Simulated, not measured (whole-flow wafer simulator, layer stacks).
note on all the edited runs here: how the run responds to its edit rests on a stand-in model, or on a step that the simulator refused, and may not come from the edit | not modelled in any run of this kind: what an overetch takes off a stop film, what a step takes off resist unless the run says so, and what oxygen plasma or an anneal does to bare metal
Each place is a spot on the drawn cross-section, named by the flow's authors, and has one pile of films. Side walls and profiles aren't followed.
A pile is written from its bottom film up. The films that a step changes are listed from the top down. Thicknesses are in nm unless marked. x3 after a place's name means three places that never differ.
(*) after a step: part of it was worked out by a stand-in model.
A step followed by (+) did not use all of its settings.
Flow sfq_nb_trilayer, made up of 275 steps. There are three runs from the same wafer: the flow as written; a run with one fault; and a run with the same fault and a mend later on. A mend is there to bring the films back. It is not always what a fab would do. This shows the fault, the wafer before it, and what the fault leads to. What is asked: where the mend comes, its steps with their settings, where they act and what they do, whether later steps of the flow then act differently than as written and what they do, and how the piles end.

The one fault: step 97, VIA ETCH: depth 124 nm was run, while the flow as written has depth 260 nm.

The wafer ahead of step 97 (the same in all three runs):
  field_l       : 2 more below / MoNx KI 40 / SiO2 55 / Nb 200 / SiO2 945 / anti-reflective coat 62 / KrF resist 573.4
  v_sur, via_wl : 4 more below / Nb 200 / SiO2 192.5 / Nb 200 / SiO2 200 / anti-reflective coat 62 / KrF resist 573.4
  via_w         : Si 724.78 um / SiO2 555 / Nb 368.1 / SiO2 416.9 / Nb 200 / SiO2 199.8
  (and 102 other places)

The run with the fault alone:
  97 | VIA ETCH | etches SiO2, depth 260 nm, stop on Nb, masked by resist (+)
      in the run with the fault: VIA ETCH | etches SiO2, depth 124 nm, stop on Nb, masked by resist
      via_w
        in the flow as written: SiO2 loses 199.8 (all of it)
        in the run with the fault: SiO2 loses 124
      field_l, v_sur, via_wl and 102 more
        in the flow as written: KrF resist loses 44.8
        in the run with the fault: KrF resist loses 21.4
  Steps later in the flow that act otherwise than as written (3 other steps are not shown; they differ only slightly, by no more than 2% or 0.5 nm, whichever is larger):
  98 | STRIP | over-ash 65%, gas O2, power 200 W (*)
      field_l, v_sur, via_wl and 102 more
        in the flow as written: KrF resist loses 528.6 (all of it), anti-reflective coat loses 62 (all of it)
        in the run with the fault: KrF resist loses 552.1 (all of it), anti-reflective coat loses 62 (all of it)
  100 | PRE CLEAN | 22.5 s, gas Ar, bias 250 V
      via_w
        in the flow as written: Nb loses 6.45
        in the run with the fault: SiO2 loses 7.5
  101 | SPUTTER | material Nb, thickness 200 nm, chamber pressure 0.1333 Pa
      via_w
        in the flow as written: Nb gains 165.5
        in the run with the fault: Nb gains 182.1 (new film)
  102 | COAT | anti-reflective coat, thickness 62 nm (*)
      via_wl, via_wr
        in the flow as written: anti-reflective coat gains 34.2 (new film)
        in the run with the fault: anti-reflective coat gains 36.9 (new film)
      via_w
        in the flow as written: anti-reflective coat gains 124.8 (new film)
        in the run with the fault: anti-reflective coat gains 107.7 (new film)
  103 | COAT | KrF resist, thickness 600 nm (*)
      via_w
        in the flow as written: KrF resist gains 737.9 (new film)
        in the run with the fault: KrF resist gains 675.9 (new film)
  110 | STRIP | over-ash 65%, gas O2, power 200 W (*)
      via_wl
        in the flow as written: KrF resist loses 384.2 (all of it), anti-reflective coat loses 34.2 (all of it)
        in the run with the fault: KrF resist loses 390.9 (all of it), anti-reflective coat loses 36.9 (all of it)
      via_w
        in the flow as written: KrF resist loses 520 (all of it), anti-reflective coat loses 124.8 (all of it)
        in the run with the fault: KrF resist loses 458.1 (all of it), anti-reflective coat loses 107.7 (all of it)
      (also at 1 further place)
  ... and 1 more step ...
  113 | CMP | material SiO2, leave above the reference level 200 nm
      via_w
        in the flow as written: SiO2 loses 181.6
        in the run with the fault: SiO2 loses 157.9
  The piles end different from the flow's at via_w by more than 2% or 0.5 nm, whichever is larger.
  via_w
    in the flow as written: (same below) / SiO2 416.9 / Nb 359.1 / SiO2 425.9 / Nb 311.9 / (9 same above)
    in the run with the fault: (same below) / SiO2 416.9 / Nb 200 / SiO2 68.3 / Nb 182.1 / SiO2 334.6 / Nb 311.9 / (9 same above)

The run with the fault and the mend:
  After step 98 comes the mend.
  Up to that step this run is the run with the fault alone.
  98a | COAT | anti-reflective coat, thickness 62 nm (*) (the flow's step 90, run once more)
      p4_fl x3, p4_w1 x9, p4_g1 x2 and 63 more
        anti-reflective coat gains 62 (new film)
      jj_sur, ce_l, c5j and 6 more
        anti-reflective coat gains 61.8 (new film)
      moat, field_r, lsp_l and 6 more
        anti-reflective coat gains 61.9 (new film)
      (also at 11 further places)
  98b | COAT | KrF resist, thickness 650 nm (*) (the flow's step 91, run once more)
      p4_fl x3, p4_w1 x9, p4_g1 x2 and 63 more
        KrF resist gains 650 (new film)
      r_sur, res, r_end, moat, field_r, l0v
        KrF resist gains 649.6 (new film)
      lsp_l, ln_m5, lsp_m, ln_m6, lsp_r, l0_sur
        KrF resist gains 649.7 (new film)
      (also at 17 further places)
  98c | SOFTBAKE | KrF resist (the flow's step 92, run once more)
      leaves every film unchanged at each place that is followed
  98d | EXPOSE | photomask I2, dose 11.91 mJ/cm2, NA 0.6, wavelength 248 nm (*) (the flow's step 93, run once more)
      leaves every film unchanged at each place that is followed
  98e | PEB | KrF resist, 90 s (the flow's step 94, run once more)
      be_sur, gap, jj_sur and 94 more
        KrF resist loses 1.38
      field_l, via_v, wire, be
        KrF resist loses 1.37
      v_sur, via_sp
        KrF resist loses 1.36
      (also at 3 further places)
  98f | DEVELOP | KrF resist, thickness 650 nm, 60 s (the flow's step 95, run once more)
      field_l, v_sur, via_wl and 102 more
        KrF resist loses 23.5
      via_w
        KrF resist loses 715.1 (all of it)
  98g | VIA ETCH | etches anti-reflective coat, depth 125 nm, masked by resist (+) (the flow's step 96, run once more)
      field_l, v_sur, via_wl and 102 more
        KrF resist loses 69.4
      via_w
        anti-reflective coat loses 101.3 (all of it), SiO2 loses 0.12
  98h | VIA ETCH | etches SiO2, depth 136 nm, stop on Nb, masked by resist (+) (the flow's step 97, run once more with other settings)
      field_l, v_sur, via_wl and 102 more
        KrF resist loses 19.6
      via_w
        SiO2 loses 75.7 (all of it)
  98i | STRIP | over-ash 65%, gas O2, power 200 W (*) (the flow's step 98, run once more)
      p4_fl x3, p4_w1 x9, p4_g1 x2 and 63 more
        KrF resist loses 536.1 (all of it), anti-reflective coat loses 62 (all of it)
      moat, field_r, lsp_l, ln_m5, lsp_m, lsp_r, l0_sur, l0v
        KrF resist loses 535.7 (all of it), anti-reflective coat loses 61.9 (all of it)
      jj_sur, ce_l, c5j
        KrF resist loses 535.5 (all of it), anti-reflective coat loses 61.8 (all of it)
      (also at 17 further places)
  Later steps of the flow that are run all act as written at every place that is followed.
  At every place that both follow, the piles at the end match the flow's.
